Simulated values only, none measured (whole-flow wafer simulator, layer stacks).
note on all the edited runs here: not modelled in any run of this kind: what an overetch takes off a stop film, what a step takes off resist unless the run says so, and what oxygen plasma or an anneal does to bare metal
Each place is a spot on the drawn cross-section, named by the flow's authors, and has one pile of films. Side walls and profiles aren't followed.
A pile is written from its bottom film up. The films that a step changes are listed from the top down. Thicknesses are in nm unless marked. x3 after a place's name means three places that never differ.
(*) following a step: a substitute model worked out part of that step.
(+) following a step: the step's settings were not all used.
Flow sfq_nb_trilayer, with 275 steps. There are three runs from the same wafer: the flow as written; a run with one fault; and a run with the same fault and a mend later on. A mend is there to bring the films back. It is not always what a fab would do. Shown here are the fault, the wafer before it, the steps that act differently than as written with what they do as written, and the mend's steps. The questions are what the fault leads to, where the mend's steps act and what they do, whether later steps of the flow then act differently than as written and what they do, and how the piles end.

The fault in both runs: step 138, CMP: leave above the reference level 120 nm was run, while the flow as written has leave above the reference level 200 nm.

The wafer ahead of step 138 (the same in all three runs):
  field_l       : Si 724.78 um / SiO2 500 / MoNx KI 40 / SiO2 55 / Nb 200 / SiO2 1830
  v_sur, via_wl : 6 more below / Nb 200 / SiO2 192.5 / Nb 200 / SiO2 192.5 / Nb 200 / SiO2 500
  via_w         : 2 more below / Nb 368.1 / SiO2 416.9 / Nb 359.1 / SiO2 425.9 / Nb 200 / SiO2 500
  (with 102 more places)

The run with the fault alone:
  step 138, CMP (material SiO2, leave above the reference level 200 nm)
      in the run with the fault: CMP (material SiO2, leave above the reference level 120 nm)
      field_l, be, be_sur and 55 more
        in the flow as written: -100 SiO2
        in the run with the fault: -180 SiO2
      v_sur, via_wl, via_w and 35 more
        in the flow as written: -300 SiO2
        in the run with the fault: -380 SiO2
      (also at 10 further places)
  Steps later in the flow that act otherwise than as written (not shown: 4 more steps that differ only slightly, by at most 2% or 0.5 nm, whichever is larger):
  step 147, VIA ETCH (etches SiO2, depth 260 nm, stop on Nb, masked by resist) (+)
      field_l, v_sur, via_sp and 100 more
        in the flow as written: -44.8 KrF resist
        in the run with the fault: -31 KrF resist
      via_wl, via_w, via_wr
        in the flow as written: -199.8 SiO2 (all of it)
        in the run with the fault: -119.8 SiO2 (all of it)
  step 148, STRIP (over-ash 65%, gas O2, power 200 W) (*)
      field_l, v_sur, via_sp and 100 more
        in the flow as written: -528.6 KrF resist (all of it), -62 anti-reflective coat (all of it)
        in the run with the fault: -542.4 KrF resist (all of it), -62 anti-reflective coat (all of it)
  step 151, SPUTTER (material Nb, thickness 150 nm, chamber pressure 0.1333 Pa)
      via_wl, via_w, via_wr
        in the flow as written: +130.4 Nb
        in the run with the fault: +139.8 Nb
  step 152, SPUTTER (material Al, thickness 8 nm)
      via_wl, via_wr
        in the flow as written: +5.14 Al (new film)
        in the run with the fault: +6.09 Al (new film)
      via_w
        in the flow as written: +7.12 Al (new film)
        in the run with the fault: +7.81 Al (new film)
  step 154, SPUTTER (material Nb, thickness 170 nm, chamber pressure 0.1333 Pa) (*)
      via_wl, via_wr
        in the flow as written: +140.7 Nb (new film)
        in the run with the fault: +124.9 Nb (new film)
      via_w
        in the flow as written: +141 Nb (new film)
        in the run with the fault: +166.4 Nb (new film)
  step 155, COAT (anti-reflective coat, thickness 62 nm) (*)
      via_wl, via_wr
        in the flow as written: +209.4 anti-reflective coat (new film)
        in the run with the fault: +180.5 anti-reflective coat (new film)
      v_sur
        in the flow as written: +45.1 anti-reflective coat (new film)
        in the run with the fault: +49 anti-reflective coat (new film)
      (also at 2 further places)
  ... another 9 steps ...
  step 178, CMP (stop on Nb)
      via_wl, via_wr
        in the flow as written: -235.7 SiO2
        in the run with the fault: -324.8 SiO2
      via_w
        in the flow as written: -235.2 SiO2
        in the run with the fault: -324.4 SiO2
  By the end, the piles at field_l, v_sur, via_wl and 103 more depart from the flow's by more than 2% or 0.5 nm, whichever is larger.
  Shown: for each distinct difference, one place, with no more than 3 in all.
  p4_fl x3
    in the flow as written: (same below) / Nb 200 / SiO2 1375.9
    in the run with the fault: (same below) / Nb 200 / SiO2 1295.9
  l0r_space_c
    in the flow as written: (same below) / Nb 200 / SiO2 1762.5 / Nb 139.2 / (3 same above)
    in the run with the fault: (same below) / Nb 200 / SiO2 1682.5 / Nb 139.2 / (3 same above)
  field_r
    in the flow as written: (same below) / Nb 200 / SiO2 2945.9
    in the run with the fault: (same below) / Nb 200 / SiO2 2865.9

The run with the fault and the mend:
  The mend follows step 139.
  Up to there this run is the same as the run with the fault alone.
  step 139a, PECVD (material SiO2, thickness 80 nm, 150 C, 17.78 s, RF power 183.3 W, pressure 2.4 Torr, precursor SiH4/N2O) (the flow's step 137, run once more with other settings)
      field_l, v_sur, via_wl and 103 more
        +80 SiO2
  Every later step of the flow that is run acts as written at every place that is followed.
  By the end, the piles equal the flow's at every place that both follow.
